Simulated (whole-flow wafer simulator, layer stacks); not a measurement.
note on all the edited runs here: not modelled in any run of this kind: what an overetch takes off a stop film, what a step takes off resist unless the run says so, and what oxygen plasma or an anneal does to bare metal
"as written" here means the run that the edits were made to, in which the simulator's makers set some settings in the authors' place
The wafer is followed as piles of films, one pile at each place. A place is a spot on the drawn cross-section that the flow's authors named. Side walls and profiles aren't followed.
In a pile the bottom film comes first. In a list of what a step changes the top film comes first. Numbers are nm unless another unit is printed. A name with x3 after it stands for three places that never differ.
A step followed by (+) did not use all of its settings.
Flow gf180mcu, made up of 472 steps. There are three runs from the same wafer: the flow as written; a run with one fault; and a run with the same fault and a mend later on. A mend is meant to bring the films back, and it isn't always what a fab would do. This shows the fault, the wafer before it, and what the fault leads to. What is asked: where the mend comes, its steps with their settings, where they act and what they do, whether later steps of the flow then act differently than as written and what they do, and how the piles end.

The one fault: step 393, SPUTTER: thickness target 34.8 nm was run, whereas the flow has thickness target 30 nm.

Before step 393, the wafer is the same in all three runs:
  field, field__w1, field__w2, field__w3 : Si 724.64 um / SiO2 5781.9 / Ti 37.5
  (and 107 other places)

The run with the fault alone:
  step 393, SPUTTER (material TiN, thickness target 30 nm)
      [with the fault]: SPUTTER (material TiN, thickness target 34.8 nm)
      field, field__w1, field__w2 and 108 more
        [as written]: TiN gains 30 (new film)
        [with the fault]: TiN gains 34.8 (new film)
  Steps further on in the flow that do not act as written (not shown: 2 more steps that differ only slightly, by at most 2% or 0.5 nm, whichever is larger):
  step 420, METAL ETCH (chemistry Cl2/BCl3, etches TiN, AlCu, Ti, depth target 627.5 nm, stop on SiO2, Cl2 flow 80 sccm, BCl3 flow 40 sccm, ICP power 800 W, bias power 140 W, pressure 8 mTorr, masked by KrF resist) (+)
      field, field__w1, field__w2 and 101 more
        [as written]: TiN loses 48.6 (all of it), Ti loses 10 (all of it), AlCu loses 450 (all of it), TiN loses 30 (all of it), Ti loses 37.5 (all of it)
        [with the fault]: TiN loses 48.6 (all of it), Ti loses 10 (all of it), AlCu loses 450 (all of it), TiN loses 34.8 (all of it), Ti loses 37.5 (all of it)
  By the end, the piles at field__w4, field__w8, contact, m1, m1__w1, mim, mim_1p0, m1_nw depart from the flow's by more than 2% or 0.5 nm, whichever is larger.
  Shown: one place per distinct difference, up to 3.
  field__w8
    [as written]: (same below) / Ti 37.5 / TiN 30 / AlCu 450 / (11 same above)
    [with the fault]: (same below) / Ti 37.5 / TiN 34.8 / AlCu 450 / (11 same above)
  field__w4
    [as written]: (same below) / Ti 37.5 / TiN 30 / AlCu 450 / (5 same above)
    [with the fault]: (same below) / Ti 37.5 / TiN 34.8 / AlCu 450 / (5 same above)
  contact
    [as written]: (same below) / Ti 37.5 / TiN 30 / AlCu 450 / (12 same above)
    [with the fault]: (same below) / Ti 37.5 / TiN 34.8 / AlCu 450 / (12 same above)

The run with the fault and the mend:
  After step 393 comes the mend.
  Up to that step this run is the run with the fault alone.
  step 393a, METAL ETCH (chemistry Cl2/BCl3, etches TiN, AlCu, Ti, depth target 4.8 nm, Cl2 flow 80 sccm, BCl3 flow 40 sccm, ICP power 800 W, bias power 140 W, pressure 8 mTorr) (the flow's step 260 again, with other settings)
      field, field__w1, field__w2 and 108 more
        TiN loses 4.8
  None of the later steps of the flow acts differently than as written at any place that is followed.
  At every place that both follow, the piles at the end match the flow's.
